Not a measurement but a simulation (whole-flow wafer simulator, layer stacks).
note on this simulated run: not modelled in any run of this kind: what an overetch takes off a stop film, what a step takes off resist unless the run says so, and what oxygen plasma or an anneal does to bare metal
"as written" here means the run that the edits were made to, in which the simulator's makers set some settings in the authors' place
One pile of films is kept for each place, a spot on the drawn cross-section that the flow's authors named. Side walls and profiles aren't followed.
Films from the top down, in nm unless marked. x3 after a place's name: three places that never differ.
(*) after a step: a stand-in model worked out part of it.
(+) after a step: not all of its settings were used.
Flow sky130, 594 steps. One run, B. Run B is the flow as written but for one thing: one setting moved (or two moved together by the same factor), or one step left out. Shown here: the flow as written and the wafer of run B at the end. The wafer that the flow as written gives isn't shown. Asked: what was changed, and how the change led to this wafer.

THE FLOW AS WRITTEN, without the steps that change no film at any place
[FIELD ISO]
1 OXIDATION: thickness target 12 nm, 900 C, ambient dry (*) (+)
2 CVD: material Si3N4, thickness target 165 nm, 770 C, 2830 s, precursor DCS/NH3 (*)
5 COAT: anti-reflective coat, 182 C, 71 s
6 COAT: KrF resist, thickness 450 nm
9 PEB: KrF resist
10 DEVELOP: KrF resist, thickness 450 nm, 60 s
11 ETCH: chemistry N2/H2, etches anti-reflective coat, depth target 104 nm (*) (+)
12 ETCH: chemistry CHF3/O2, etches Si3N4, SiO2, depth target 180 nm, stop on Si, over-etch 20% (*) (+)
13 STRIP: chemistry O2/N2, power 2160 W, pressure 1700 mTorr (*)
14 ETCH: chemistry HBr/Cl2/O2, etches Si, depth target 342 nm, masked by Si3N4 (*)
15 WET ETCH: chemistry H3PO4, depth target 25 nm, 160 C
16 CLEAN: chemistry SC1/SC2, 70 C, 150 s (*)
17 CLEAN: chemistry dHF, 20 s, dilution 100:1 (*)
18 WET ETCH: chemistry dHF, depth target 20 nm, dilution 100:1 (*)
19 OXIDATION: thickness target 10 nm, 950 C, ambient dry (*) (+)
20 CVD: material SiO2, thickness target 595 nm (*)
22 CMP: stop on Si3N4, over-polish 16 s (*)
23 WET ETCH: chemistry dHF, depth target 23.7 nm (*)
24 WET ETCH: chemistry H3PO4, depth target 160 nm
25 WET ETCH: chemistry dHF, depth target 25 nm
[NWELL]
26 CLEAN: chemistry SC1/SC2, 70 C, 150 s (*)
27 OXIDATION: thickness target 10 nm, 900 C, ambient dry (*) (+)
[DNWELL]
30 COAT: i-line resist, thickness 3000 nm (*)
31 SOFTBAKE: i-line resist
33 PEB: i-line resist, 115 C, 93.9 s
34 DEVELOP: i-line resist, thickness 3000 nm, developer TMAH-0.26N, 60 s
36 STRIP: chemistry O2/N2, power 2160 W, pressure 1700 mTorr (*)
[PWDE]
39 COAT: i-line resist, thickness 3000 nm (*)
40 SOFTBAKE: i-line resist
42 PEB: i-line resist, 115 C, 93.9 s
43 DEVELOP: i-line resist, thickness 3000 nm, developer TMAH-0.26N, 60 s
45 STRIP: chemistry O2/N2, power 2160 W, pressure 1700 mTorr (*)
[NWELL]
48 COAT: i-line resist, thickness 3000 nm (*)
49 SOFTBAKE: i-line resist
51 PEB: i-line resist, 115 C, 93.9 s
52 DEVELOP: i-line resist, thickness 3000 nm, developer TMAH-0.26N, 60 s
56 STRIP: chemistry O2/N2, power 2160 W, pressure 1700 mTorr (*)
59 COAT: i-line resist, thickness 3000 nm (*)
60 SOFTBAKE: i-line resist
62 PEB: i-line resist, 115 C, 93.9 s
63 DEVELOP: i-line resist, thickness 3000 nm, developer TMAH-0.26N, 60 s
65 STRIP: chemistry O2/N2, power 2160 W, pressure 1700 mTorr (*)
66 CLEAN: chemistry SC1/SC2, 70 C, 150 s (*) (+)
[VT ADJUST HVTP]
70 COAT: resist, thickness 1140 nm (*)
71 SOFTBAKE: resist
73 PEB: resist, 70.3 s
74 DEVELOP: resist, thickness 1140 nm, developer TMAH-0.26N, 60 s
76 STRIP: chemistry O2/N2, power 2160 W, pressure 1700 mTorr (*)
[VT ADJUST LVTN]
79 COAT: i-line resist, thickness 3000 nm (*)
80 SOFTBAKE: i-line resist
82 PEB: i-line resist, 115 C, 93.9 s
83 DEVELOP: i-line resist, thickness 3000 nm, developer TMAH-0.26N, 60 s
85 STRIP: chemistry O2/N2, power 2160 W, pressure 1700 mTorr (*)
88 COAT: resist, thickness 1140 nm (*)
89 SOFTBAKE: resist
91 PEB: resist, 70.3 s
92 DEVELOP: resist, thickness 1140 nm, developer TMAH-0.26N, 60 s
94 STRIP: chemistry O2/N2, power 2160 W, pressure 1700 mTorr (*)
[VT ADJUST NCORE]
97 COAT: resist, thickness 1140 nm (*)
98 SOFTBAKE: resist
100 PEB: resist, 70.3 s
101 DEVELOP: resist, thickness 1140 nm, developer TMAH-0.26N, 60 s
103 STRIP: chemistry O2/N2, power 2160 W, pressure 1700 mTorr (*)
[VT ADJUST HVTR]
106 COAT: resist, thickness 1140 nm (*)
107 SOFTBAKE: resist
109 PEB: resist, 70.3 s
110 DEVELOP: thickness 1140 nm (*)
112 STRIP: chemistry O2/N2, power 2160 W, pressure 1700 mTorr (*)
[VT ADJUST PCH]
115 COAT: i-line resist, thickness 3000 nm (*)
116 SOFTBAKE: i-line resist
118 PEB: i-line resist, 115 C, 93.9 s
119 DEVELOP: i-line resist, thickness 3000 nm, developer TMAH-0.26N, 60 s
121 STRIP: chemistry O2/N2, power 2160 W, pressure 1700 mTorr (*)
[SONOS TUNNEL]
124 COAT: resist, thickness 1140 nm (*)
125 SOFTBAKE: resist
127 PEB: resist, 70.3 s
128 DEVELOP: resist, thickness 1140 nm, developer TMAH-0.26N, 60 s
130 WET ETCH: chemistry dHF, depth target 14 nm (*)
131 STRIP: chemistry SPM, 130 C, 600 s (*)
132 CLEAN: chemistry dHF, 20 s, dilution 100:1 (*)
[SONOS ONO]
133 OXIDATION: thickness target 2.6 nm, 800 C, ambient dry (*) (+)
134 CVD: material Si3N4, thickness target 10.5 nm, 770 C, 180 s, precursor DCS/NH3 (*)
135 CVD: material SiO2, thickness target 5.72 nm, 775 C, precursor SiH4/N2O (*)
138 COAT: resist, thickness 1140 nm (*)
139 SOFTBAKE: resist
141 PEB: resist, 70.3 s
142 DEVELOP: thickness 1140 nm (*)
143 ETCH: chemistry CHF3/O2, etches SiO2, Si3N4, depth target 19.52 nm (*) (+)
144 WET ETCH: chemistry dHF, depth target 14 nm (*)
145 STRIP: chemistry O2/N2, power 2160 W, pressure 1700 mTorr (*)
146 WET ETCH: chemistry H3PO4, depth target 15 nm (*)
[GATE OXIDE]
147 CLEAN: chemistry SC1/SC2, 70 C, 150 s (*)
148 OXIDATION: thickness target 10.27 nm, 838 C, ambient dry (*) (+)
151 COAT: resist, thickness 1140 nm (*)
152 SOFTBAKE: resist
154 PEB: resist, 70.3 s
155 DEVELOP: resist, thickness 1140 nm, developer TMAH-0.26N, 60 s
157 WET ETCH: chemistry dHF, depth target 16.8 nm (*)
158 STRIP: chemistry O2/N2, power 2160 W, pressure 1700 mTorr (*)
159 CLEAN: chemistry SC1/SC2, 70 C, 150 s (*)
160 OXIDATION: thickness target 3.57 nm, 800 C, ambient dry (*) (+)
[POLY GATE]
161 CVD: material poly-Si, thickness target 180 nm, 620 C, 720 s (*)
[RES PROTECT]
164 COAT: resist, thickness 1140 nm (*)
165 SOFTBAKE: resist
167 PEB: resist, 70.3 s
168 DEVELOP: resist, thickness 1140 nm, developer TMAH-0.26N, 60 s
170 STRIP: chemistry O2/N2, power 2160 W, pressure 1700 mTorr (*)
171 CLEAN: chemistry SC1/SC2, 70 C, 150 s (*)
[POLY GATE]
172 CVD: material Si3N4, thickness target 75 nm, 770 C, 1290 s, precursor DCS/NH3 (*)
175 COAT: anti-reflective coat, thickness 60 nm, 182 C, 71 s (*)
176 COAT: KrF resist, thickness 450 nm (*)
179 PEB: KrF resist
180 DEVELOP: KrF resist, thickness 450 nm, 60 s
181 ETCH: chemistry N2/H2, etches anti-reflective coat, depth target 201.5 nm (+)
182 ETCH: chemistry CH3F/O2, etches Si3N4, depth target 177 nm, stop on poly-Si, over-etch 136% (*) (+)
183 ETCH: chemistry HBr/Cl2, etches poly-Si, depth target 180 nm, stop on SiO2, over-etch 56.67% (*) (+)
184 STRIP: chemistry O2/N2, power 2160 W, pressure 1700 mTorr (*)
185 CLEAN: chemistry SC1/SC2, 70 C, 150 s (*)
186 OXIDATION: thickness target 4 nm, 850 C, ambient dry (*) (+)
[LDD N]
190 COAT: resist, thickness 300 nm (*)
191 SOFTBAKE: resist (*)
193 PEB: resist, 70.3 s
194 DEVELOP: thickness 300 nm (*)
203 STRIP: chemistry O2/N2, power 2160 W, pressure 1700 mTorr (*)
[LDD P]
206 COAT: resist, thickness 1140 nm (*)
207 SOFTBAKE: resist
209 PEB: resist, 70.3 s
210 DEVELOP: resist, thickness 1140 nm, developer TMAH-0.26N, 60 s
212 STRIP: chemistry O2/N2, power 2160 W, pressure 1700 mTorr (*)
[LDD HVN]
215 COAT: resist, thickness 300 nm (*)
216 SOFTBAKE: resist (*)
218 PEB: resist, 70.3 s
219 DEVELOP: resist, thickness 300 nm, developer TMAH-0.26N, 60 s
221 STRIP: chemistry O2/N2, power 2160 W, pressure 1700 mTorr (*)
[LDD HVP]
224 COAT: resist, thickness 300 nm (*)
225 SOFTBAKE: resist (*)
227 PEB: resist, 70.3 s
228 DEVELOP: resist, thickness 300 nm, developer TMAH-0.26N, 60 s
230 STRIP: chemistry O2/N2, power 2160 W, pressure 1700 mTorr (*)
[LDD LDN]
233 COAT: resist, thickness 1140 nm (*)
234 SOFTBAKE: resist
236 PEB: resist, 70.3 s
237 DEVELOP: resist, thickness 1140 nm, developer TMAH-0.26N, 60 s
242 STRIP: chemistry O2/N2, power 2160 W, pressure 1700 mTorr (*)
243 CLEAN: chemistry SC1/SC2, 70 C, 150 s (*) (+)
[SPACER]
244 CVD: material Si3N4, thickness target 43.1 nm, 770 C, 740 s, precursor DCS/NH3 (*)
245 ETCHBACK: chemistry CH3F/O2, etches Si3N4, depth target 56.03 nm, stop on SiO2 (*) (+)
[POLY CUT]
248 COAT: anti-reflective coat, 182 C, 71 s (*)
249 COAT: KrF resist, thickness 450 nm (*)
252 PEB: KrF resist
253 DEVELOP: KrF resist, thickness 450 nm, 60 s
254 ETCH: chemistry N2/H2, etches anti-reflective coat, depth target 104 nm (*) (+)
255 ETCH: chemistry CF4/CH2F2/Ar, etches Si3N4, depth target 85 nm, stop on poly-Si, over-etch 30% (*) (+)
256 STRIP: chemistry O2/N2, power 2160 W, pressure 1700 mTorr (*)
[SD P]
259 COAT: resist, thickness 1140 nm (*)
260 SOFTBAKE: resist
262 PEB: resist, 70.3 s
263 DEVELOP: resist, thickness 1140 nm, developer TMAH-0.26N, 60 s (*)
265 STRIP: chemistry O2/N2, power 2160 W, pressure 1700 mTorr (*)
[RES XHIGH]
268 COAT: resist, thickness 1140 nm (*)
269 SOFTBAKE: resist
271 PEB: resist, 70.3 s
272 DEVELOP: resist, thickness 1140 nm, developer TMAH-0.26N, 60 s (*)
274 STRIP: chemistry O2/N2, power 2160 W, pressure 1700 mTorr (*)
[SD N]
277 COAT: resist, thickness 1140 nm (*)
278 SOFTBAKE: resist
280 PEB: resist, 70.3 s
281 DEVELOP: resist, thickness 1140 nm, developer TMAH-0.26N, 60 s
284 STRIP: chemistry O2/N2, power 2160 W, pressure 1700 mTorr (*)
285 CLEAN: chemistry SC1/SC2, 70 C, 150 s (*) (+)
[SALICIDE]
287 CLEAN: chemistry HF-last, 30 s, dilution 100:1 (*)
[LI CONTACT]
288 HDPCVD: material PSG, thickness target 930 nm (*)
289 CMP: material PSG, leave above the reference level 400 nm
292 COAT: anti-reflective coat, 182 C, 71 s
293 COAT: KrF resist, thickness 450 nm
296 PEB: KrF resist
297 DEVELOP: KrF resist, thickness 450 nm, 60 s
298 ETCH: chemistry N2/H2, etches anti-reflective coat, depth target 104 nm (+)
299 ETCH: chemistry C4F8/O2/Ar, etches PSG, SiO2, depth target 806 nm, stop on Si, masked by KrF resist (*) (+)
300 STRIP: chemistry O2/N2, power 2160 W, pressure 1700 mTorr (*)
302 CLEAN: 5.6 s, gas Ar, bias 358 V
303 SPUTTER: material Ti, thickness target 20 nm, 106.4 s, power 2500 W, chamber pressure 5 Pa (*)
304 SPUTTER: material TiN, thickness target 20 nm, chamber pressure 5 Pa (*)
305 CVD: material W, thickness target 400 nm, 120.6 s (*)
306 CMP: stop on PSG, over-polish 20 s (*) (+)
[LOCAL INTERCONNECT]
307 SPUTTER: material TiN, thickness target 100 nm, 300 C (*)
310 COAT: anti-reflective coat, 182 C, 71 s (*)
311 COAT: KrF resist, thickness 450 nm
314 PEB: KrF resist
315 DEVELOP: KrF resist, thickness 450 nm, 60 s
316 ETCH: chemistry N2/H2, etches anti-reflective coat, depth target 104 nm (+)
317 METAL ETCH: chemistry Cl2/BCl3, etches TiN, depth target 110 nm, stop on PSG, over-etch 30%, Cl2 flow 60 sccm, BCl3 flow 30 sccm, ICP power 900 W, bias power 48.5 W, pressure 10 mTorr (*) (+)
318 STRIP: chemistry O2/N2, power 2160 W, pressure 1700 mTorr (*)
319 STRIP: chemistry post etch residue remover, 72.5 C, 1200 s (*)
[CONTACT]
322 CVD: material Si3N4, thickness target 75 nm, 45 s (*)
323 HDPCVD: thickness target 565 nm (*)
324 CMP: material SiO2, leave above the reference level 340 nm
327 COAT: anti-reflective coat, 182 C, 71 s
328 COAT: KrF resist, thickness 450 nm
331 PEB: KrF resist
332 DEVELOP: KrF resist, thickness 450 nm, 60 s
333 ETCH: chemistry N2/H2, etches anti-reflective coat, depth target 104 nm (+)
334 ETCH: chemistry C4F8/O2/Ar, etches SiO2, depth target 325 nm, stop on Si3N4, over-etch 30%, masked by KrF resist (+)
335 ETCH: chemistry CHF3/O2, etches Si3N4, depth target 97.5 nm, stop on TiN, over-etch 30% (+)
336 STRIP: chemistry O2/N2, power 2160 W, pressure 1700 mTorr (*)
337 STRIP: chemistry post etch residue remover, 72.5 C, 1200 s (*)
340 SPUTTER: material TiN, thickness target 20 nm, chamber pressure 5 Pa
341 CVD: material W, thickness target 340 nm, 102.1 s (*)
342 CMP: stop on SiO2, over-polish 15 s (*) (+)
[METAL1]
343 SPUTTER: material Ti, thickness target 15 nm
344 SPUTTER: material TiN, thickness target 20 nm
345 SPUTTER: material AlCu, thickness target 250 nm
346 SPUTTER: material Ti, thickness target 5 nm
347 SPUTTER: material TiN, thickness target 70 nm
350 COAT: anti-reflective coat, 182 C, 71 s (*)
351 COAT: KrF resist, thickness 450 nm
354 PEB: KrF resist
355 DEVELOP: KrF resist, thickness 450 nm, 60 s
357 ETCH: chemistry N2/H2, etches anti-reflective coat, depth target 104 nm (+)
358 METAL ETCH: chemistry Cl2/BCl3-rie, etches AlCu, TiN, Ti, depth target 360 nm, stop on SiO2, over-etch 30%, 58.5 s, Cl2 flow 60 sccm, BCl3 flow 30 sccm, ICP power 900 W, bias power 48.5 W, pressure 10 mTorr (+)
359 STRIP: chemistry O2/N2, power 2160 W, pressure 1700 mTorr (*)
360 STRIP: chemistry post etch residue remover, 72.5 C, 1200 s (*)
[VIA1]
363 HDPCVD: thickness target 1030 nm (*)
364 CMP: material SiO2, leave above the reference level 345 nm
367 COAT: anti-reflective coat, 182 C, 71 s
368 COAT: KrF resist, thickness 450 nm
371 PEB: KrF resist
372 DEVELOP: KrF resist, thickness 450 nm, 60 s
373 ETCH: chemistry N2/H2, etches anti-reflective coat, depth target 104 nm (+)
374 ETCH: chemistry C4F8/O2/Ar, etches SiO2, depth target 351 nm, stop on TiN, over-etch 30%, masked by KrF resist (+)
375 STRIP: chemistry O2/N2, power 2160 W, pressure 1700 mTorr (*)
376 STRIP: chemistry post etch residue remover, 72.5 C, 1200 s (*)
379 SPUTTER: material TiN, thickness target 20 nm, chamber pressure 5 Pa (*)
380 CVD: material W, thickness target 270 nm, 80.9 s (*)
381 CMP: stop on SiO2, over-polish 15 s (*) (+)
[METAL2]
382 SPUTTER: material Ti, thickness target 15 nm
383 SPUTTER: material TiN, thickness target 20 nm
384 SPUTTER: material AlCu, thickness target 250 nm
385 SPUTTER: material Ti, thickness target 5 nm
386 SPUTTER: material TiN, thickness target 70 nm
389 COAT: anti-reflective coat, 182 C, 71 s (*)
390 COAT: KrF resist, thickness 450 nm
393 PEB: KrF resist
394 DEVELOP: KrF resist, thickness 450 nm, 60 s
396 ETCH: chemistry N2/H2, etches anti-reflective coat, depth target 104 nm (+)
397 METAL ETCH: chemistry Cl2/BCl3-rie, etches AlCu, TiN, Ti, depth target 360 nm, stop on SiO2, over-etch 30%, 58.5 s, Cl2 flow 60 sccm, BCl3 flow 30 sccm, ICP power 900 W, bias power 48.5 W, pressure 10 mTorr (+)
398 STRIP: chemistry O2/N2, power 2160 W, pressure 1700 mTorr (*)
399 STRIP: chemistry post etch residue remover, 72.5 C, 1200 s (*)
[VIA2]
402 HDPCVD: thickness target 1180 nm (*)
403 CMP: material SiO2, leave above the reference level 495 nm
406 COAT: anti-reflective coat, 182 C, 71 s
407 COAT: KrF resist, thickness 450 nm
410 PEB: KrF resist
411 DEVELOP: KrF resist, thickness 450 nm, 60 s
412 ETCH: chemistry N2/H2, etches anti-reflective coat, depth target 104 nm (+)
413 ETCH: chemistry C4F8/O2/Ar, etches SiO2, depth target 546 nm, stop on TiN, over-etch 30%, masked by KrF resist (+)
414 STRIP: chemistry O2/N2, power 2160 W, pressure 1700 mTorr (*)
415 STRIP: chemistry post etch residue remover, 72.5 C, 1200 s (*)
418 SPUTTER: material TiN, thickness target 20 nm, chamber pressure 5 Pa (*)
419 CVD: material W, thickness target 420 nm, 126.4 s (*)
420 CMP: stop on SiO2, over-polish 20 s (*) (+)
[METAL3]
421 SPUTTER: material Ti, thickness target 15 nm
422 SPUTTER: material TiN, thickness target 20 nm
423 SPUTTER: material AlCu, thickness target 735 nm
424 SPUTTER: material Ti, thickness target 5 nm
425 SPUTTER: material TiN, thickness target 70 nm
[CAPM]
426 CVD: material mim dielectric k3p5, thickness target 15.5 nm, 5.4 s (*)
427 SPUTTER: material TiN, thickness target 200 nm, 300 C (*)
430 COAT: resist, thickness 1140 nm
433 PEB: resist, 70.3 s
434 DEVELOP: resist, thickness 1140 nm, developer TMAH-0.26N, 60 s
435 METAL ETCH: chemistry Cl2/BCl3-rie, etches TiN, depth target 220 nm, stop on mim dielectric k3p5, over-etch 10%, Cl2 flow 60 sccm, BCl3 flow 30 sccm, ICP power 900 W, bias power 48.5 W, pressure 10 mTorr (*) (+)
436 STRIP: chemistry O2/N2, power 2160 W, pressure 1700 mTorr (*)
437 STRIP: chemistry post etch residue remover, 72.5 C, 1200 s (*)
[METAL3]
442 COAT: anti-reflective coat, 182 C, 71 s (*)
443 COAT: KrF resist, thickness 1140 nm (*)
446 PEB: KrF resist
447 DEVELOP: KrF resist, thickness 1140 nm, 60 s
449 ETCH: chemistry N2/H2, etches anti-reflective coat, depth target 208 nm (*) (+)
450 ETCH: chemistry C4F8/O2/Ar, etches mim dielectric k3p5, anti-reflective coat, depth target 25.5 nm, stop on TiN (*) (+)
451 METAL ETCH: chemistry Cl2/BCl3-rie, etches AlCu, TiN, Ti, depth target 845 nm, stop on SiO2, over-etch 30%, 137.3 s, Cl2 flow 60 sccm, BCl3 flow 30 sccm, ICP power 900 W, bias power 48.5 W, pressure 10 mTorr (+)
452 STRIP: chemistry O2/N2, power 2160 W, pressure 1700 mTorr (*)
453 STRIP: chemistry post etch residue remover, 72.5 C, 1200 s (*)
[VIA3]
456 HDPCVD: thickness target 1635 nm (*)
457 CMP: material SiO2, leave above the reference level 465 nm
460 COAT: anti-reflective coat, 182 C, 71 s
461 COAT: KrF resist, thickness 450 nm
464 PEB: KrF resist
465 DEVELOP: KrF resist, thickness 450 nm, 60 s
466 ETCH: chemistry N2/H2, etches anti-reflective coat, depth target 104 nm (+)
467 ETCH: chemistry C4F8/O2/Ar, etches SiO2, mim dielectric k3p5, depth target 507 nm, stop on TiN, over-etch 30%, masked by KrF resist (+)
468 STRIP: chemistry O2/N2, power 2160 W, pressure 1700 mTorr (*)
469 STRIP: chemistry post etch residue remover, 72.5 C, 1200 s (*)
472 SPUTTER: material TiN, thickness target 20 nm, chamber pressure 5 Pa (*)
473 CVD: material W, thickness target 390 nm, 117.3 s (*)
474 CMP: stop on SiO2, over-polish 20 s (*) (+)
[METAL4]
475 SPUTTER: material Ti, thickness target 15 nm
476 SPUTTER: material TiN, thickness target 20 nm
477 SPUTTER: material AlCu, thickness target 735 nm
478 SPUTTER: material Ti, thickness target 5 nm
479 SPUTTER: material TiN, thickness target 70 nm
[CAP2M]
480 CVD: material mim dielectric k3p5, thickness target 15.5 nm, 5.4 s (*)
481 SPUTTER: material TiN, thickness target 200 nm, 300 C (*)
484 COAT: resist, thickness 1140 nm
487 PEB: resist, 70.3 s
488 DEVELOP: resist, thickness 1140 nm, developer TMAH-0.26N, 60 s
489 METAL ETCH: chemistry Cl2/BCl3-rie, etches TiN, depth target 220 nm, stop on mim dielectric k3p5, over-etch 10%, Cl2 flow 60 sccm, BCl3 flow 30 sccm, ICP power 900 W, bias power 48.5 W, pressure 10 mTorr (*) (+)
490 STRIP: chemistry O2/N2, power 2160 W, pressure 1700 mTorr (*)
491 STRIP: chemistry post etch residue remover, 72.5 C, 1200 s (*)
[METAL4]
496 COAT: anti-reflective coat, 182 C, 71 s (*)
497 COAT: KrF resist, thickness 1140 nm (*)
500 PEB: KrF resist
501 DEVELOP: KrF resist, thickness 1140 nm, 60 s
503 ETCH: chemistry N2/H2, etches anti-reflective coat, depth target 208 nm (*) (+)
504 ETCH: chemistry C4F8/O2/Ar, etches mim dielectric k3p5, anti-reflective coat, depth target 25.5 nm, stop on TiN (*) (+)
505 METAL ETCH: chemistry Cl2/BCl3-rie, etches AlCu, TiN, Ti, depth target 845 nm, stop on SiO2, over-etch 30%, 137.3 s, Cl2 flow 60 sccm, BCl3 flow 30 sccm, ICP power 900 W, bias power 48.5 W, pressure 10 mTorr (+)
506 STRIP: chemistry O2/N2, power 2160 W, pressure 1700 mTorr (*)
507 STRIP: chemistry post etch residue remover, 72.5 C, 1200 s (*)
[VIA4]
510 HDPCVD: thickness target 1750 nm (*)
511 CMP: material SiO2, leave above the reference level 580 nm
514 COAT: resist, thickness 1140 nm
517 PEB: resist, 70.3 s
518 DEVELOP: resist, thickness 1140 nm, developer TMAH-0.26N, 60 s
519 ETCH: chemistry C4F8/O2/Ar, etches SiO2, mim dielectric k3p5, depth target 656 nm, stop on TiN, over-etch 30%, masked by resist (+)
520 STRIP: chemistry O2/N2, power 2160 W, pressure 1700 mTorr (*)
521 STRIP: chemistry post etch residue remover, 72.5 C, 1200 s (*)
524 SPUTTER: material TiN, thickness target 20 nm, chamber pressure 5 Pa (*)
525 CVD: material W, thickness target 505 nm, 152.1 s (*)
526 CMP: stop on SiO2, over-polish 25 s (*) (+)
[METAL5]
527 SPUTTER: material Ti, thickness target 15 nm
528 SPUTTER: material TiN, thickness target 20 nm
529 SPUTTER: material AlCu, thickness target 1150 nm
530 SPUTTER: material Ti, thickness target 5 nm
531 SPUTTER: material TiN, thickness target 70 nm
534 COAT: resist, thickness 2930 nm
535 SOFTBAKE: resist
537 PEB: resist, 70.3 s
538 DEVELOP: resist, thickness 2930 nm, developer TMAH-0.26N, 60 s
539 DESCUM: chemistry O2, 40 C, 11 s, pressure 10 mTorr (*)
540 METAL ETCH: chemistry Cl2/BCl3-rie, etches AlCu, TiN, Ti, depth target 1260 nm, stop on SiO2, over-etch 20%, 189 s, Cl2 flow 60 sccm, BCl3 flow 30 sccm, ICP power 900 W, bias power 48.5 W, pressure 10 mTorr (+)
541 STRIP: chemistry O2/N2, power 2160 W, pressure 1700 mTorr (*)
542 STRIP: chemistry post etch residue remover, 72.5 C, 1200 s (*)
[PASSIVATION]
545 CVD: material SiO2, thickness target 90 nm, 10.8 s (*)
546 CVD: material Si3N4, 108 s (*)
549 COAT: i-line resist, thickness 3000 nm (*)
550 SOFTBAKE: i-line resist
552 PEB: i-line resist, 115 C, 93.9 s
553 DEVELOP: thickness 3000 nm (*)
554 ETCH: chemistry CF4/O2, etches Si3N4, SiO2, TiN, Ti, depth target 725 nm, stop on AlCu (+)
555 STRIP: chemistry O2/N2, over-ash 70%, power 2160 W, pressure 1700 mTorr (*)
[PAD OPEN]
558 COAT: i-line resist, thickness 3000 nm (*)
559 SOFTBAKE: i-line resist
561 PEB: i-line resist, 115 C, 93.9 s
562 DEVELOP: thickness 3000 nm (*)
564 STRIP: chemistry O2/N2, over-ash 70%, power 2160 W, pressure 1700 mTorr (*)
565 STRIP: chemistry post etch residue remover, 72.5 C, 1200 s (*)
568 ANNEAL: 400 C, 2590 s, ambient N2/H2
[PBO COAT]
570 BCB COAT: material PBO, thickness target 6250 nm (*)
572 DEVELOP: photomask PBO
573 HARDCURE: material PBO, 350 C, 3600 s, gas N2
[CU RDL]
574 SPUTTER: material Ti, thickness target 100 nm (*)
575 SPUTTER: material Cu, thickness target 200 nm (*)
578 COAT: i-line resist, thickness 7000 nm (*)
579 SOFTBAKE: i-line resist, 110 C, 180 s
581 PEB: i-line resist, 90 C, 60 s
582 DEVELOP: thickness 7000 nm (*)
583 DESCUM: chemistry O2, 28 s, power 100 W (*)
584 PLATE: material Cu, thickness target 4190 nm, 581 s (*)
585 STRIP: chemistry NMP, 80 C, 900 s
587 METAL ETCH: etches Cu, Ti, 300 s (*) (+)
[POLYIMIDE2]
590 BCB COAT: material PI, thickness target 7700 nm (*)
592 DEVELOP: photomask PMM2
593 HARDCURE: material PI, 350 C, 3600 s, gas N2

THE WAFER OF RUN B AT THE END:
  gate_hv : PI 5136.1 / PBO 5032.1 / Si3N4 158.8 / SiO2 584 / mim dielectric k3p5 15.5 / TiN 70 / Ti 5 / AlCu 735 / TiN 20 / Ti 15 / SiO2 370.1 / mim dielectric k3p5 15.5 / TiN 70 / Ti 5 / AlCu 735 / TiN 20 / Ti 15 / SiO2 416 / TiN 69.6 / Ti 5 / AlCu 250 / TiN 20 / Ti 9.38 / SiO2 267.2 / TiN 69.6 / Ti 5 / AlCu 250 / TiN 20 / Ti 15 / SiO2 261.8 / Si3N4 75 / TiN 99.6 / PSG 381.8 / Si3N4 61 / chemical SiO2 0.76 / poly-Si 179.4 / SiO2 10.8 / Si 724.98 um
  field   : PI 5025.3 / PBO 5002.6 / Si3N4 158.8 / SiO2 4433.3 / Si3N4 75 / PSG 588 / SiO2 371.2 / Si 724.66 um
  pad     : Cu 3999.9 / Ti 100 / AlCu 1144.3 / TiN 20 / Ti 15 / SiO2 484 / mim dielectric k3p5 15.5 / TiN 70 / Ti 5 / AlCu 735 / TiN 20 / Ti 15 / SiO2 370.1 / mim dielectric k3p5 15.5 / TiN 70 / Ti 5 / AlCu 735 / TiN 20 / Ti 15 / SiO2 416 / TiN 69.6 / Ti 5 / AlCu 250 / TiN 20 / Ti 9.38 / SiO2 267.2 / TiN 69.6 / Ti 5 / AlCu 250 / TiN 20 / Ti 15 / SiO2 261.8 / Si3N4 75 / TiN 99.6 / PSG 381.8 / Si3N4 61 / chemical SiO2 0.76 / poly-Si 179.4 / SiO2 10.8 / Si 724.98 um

The cause: step 382, SPUTTER: thickness target 9.38 nm was run, where the flow has thickness target 15 nm.
It can be read off the wafer: gate_hv has Ti 9.38, and step 382 as written asks for 15 nm.

How the change led to this, step by step:
  382 SPUTTER: material Ti, thickness target 15 nm
      field, active, n_well and 188 more: Ti +9.38 (new film) (as written it would be: Ti +15 (new film))
  397 METAL ETCH: chemistry Cl2/BCl3-rie, etches AlCu, TiN, Ti, depth target 360 nm, stop on SiO2, over-etch 30%, 58.5 s, Cl2 flow 60 sccm, BCl3 flow 30 sccm, ICP power 900 W, bias power 48.5 W, pressure 10 mTorr (+)
      field, active, gate and 82 more: TiN -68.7 (all of it), Ti -5 (all of it), AlCu -250 (all of it), TiN -20 (all of it), Ti -9.38 (all of it), SiO2 -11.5 (as written it would be: TiN -68.7 (all of it), Ti -5 (all of it), AlCu -250 (all of it), TiN -20 (all of it), Ti -15 (all of it), SiO2 -10.9)
